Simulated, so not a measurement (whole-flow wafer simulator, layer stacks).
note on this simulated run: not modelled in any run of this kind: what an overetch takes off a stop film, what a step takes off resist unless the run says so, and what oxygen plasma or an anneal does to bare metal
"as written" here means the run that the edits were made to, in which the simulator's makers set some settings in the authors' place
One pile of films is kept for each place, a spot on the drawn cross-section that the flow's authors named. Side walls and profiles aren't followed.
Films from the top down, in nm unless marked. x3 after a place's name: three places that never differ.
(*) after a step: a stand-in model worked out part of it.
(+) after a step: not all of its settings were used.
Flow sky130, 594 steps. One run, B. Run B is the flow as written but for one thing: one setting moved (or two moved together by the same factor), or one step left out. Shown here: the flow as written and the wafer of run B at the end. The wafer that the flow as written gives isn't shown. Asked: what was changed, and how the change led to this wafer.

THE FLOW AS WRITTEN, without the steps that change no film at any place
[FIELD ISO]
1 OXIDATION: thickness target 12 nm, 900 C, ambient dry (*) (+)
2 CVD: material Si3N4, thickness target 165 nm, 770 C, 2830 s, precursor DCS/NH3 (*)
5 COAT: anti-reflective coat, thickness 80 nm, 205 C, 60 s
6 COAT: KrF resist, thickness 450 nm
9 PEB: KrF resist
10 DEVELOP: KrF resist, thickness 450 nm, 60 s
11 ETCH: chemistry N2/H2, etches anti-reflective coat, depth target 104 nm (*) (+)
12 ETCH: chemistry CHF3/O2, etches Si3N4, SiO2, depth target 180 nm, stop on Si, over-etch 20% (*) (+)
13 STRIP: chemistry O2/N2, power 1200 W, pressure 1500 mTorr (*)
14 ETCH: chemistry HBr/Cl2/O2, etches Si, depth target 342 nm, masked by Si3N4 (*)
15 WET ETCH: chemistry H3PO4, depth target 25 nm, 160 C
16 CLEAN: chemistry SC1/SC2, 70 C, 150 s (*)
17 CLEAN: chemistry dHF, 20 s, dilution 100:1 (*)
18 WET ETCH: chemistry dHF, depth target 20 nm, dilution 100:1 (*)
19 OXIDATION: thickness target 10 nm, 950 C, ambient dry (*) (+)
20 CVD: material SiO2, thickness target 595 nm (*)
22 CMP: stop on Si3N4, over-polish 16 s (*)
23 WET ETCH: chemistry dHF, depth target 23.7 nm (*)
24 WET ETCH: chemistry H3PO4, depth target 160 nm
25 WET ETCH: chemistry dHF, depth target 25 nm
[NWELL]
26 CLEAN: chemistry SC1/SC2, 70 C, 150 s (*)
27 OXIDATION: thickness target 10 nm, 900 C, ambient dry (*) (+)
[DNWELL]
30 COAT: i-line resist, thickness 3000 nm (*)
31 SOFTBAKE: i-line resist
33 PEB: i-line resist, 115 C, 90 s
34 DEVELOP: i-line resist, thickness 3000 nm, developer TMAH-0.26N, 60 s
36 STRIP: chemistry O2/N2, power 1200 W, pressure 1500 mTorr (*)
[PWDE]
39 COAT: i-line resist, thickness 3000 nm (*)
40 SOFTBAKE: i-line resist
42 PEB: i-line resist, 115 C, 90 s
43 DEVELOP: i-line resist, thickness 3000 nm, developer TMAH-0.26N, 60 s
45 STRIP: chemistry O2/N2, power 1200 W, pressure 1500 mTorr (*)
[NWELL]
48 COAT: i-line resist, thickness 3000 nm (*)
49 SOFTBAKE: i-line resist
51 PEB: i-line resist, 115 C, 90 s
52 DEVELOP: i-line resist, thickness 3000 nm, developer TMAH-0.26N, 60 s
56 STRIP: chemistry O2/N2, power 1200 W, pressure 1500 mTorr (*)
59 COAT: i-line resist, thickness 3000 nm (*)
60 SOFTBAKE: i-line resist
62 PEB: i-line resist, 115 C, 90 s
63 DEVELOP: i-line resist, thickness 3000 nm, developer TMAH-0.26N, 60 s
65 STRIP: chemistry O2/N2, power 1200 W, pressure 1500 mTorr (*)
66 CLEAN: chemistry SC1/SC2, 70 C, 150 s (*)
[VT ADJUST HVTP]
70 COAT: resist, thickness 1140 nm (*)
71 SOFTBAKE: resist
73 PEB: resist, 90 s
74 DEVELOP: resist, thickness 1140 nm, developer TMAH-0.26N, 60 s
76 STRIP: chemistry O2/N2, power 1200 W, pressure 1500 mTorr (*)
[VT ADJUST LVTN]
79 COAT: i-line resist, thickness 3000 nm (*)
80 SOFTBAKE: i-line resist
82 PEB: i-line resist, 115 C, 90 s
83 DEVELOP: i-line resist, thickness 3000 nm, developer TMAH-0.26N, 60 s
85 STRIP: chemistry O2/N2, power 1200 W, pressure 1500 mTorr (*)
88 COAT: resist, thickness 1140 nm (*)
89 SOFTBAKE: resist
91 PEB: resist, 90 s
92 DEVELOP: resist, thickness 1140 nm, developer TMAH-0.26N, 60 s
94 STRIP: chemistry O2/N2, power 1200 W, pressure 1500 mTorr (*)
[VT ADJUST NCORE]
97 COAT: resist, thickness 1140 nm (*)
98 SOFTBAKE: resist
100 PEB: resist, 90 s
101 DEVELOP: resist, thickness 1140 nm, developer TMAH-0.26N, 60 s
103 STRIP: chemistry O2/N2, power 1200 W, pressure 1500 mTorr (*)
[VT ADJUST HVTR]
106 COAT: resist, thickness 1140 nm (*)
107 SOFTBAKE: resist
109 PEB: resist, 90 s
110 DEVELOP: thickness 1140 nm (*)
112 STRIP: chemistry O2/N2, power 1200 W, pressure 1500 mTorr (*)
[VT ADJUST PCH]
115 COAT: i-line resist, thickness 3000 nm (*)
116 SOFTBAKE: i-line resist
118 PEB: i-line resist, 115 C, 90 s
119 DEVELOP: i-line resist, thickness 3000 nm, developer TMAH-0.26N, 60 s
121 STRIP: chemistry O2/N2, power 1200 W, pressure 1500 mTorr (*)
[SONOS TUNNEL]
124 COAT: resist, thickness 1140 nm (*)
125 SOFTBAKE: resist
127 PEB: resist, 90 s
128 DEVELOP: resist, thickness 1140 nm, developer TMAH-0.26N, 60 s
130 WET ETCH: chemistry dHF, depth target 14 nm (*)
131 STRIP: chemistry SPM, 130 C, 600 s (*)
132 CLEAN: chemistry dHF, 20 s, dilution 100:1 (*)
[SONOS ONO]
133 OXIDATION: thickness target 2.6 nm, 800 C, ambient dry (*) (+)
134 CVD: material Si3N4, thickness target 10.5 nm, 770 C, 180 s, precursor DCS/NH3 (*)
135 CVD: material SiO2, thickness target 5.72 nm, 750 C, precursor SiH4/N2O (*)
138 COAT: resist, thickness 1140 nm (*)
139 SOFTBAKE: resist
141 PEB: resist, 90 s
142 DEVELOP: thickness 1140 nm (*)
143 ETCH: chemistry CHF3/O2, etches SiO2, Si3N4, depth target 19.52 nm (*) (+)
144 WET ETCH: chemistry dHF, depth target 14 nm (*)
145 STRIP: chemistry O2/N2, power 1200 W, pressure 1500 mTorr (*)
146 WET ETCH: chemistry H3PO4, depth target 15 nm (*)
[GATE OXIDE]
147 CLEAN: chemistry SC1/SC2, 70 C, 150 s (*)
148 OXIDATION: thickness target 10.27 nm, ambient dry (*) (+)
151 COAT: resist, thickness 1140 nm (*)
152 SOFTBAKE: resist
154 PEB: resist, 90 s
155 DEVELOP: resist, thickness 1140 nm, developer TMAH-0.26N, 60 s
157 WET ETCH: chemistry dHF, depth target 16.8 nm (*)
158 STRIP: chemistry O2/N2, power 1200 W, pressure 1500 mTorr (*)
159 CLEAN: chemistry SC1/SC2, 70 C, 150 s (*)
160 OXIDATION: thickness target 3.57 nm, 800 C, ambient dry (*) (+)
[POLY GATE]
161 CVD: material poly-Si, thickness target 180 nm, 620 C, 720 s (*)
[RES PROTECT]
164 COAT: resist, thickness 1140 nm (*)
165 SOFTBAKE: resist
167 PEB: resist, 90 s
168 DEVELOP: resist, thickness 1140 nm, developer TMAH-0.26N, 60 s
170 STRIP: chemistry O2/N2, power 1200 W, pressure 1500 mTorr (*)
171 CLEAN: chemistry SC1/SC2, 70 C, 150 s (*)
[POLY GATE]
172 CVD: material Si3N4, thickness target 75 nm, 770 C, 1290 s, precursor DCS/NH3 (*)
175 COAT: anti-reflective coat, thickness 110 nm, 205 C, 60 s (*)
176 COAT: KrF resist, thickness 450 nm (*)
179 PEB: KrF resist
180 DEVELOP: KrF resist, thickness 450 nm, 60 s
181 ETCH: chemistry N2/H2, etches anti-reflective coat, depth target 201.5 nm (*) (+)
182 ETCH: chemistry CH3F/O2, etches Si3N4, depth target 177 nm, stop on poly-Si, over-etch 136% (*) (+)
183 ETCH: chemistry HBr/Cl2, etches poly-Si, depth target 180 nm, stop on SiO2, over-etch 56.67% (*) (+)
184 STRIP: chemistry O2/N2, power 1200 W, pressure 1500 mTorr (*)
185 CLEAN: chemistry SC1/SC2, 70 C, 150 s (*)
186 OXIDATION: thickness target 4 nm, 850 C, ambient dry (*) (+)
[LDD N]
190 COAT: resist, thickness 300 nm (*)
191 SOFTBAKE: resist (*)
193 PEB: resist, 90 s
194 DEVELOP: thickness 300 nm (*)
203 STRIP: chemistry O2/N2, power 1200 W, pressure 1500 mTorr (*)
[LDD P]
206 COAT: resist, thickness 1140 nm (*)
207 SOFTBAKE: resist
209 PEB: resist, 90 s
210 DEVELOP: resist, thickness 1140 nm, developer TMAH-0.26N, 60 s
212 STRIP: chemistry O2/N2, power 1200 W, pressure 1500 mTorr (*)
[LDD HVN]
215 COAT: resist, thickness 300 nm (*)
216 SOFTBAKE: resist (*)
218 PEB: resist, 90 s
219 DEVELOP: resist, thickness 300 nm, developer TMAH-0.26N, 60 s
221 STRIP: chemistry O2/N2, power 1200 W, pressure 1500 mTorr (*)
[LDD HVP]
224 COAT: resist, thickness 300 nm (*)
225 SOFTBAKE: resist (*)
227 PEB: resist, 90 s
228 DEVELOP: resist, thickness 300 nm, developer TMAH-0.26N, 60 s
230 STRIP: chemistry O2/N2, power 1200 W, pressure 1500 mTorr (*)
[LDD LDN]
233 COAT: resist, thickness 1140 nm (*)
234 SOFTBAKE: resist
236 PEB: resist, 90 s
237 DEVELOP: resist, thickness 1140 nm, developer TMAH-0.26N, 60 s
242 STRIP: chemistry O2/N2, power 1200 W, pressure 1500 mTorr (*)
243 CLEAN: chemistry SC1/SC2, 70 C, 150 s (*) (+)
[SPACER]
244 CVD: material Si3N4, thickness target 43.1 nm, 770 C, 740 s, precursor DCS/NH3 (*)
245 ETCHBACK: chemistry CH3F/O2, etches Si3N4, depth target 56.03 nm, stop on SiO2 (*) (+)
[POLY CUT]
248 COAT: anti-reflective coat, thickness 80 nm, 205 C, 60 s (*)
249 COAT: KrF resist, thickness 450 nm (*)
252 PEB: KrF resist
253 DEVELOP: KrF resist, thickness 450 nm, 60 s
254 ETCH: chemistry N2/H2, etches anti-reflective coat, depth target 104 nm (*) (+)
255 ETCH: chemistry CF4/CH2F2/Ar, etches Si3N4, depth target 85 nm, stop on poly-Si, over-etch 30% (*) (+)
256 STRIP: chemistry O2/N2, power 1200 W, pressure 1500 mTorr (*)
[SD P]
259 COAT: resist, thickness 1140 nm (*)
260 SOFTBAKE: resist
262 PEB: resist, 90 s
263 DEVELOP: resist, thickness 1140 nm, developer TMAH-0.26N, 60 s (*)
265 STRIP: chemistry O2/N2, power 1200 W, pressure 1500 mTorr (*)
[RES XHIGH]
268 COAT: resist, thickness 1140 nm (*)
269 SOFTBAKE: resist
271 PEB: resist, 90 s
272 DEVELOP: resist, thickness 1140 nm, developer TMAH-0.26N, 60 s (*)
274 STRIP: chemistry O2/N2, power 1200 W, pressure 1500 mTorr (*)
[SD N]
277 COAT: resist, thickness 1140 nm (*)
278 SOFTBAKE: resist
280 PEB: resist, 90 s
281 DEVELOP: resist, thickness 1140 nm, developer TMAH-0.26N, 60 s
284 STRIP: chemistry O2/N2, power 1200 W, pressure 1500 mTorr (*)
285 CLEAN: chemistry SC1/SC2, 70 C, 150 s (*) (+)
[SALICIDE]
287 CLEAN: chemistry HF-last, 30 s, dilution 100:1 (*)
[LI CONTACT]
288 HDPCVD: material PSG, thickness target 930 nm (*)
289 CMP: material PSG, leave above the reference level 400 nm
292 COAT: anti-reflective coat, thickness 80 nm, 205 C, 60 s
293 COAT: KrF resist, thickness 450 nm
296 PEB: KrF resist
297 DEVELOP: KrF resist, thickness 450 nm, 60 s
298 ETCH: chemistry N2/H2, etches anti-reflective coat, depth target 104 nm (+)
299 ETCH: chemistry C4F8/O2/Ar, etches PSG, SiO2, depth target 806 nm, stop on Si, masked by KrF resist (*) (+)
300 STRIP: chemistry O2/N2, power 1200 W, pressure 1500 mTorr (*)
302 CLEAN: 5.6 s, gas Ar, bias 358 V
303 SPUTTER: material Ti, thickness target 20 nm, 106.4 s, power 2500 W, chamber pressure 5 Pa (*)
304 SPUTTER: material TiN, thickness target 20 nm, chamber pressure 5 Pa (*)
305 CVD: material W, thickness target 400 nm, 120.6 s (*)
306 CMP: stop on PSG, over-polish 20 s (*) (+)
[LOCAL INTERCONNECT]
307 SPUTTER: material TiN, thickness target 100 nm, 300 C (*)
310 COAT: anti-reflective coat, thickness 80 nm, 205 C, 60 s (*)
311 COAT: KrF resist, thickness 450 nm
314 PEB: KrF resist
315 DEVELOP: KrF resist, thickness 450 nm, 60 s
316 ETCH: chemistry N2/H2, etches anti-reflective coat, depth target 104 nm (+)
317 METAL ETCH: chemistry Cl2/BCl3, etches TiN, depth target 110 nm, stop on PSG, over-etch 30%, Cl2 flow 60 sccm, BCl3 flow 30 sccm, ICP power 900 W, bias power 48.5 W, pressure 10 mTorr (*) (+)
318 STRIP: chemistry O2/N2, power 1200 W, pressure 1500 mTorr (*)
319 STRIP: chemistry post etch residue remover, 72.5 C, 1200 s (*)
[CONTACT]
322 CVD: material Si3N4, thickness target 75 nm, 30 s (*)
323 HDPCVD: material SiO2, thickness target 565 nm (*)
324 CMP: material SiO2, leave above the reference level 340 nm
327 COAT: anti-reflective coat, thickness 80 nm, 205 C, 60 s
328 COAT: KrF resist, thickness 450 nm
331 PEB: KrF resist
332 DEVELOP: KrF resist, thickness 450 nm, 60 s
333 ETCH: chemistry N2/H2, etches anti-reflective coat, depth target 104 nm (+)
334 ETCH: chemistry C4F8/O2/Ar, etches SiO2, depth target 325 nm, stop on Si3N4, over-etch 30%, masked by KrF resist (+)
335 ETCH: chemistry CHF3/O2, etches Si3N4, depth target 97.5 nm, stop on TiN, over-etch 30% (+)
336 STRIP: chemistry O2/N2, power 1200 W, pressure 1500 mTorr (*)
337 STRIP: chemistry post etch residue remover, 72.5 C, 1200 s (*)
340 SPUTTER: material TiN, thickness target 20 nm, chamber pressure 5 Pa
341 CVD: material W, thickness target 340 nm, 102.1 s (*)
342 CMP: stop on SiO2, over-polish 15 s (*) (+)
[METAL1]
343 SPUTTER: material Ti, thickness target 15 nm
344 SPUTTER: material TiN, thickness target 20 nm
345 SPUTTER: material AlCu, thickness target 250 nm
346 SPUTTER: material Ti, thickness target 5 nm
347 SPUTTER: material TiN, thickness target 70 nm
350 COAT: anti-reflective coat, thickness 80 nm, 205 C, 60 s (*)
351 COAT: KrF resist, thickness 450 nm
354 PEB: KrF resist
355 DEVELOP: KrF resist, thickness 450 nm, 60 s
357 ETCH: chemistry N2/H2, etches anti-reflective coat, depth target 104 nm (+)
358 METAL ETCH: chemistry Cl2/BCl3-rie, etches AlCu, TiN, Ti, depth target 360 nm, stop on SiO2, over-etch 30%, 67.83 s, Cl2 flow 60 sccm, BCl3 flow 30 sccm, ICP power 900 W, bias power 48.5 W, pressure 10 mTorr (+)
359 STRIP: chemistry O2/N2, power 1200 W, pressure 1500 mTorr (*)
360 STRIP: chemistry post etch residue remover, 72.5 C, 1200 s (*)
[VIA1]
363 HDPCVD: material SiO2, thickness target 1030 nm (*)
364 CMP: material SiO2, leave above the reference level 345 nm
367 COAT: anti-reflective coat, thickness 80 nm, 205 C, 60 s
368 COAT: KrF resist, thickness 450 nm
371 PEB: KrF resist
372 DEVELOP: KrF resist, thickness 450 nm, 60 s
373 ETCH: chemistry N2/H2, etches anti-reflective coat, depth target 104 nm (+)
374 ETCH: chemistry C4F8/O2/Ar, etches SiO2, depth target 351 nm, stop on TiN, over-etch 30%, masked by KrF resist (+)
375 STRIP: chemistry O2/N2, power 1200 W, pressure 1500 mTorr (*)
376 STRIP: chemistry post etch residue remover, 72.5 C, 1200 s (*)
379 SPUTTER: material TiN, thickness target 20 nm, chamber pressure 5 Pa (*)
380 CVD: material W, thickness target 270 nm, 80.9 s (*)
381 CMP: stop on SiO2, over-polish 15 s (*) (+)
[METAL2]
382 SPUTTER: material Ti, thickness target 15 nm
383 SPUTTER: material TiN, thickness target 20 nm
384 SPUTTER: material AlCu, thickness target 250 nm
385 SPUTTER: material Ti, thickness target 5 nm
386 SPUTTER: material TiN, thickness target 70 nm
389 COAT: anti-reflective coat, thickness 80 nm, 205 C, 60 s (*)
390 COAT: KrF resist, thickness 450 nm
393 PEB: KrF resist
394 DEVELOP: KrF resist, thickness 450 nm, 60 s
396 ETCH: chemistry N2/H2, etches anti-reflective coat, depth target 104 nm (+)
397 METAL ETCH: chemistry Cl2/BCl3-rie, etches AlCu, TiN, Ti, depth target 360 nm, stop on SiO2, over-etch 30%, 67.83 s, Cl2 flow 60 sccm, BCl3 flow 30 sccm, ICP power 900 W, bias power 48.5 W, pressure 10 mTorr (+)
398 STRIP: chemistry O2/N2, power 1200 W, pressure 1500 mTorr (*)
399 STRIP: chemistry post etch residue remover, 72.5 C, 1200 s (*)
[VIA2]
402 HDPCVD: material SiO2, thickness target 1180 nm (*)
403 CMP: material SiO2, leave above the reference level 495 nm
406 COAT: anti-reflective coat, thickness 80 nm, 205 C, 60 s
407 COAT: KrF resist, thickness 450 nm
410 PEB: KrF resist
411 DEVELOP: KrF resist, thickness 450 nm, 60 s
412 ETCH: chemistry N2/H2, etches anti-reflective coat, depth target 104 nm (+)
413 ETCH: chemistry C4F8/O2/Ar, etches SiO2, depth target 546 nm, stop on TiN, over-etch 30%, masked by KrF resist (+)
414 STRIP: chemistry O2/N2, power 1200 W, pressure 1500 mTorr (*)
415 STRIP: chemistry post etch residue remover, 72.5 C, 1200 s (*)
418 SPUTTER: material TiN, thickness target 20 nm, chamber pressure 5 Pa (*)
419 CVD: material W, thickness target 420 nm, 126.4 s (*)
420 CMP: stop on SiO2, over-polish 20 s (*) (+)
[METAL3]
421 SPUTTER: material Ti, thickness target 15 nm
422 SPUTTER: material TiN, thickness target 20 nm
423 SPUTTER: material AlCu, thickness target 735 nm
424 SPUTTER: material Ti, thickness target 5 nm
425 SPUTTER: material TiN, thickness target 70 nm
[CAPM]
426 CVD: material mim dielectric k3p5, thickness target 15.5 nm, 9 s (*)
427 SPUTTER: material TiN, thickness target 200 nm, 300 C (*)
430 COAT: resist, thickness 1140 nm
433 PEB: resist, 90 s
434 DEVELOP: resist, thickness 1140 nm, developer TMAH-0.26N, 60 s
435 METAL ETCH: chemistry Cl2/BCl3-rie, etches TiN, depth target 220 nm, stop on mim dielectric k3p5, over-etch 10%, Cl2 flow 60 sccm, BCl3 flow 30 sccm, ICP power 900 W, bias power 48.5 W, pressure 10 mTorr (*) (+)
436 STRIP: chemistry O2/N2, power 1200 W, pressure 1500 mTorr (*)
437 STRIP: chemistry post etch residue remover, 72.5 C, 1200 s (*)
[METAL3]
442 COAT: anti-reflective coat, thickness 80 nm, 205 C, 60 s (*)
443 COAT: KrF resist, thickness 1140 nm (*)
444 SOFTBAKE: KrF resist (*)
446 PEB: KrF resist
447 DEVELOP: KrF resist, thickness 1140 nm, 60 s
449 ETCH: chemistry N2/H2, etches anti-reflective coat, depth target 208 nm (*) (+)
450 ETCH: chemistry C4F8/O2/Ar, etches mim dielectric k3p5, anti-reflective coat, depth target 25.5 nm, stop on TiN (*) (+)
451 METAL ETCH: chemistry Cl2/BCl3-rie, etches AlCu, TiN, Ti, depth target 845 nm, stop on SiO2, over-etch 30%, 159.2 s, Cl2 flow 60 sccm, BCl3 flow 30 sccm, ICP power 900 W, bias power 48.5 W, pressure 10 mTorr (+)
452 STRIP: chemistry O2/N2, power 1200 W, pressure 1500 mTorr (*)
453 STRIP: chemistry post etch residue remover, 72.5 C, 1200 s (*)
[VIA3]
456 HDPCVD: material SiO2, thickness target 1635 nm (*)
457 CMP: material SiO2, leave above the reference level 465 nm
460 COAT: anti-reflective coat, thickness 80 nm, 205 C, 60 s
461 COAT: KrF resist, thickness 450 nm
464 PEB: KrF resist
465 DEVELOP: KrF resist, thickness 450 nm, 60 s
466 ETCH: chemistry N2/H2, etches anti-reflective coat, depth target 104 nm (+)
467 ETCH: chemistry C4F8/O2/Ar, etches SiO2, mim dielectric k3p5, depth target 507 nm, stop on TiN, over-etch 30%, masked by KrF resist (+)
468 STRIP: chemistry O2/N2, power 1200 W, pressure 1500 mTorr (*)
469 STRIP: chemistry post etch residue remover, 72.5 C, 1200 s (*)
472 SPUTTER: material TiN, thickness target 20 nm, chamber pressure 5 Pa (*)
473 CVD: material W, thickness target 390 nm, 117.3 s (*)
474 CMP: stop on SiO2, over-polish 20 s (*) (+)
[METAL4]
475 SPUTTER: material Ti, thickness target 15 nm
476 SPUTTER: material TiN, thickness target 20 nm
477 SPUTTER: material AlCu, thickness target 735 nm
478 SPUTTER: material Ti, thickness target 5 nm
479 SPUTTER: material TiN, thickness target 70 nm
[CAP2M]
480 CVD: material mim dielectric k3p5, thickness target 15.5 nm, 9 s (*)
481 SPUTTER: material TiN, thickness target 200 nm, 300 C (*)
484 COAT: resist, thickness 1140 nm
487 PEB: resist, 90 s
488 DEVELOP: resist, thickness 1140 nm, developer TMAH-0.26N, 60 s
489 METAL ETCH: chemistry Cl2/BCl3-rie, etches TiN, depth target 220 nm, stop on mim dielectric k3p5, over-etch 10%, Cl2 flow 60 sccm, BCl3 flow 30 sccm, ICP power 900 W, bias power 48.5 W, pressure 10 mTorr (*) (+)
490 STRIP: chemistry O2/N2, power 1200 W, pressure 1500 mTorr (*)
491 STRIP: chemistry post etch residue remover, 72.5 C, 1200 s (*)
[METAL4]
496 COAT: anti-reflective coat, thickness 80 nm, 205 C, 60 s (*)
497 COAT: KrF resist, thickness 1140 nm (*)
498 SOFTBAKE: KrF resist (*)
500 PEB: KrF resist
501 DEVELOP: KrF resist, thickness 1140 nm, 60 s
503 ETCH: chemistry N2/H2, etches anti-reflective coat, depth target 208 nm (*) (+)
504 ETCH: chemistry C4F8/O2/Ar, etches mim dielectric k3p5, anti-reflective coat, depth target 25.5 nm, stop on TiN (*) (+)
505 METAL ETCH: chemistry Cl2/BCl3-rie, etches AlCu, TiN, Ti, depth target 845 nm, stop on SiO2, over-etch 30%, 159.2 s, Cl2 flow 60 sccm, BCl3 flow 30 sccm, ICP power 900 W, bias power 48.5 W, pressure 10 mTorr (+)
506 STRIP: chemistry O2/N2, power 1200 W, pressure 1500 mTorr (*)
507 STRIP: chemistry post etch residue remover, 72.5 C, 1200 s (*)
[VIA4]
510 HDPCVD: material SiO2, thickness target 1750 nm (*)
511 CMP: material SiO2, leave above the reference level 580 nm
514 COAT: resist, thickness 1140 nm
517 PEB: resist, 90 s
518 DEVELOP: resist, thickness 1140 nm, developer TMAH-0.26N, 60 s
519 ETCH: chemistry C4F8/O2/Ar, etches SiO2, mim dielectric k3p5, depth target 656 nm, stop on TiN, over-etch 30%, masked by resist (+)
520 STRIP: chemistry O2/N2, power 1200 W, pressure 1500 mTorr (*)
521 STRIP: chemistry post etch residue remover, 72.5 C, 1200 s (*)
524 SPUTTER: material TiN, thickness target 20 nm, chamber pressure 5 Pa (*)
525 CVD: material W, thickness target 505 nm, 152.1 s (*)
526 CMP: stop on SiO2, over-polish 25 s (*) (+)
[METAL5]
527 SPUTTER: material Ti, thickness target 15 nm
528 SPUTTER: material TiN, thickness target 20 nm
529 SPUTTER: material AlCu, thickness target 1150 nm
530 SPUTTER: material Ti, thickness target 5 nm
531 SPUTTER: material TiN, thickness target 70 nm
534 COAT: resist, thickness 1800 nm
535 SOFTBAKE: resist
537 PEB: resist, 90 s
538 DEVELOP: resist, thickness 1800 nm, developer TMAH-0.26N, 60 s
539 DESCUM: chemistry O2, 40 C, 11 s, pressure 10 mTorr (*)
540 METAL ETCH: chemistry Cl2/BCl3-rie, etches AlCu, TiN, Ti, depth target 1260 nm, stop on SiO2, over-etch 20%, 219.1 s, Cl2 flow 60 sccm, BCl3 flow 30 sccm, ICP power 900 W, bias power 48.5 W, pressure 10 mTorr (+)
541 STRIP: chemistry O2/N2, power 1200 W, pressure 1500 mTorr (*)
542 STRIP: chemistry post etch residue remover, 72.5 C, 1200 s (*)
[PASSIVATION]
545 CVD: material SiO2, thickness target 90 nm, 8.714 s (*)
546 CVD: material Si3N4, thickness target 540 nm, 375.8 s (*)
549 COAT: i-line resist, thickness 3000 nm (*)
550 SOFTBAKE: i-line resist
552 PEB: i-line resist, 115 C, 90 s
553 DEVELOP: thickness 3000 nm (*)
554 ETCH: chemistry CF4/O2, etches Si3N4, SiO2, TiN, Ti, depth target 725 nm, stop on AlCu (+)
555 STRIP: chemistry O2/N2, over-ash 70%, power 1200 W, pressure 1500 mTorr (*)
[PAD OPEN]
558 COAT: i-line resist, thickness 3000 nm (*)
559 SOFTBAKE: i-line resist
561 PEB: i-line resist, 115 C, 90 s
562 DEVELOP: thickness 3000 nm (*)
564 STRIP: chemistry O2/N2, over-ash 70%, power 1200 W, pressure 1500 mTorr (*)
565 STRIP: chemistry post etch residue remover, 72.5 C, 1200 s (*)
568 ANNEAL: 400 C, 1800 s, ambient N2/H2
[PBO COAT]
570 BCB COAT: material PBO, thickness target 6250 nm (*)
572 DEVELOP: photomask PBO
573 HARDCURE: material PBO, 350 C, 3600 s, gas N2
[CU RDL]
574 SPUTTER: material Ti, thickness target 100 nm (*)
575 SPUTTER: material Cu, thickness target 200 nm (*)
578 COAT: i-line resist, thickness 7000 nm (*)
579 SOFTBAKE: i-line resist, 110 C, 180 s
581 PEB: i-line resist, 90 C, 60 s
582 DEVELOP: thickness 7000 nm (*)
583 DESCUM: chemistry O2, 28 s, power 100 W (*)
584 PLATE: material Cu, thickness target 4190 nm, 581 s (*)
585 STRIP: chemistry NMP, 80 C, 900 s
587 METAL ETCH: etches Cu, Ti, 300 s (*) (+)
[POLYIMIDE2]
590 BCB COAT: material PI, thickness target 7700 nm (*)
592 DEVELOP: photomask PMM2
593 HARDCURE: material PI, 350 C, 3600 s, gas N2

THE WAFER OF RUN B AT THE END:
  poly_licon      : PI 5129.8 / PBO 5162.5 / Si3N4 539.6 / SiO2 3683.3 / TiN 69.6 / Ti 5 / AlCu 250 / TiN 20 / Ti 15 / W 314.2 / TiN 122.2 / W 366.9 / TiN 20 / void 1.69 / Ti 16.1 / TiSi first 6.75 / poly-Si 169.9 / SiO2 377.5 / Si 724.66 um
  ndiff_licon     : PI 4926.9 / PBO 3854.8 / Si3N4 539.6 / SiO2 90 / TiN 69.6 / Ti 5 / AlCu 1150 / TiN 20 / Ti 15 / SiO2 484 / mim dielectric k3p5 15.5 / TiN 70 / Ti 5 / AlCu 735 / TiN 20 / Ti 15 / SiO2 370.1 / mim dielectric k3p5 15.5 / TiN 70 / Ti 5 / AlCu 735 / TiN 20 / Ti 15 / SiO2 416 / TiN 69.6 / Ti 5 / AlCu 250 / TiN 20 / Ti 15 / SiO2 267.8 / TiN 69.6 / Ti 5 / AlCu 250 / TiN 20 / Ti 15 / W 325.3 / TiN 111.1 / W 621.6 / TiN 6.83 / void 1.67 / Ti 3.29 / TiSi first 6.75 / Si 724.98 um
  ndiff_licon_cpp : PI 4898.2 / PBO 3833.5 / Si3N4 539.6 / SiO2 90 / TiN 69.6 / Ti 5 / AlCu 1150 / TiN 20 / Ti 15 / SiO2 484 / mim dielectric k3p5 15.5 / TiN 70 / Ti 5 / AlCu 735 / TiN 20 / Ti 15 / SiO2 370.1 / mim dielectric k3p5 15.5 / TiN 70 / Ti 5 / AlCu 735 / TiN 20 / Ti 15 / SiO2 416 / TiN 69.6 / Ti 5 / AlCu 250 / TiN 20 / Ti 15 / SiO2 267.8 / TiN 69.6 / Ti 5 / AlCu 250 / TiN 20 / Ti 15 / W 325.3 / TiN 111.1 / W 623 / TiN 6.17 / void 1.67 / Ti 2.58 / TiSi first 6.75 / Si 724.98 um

The cause: step 340, SPUTTER: thickness target 23 nm was run, where the flow has thickness target 20 nm.

How the change led to this, step by step:
  340 SPUTTER: material TiN, thickness target 20 nm, chamber pressure 5 Pa
      field, active, n_well and 184 more: TiN +23 (new film) (as written it would be: TiN +20 (new film))
      ndiff_licon, ndiff_licon_cpp, rpo_hd_licon: TiN +12 (as written it would be: TiN +10.4)
      (and at 1 more place)
  342 CMP: stop on SiO2, over-polish 15 s (*) (+)
      field, active, n_well and 184 more: W -340 (all of it), TiN -23 (all of it), SiO2 -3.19 (as written it would be: W -340 (all of it), TiN -20 (all of it), SiO2 -3.19)
      poly_licon: W -25.8 (as written it would be: W -22.8)
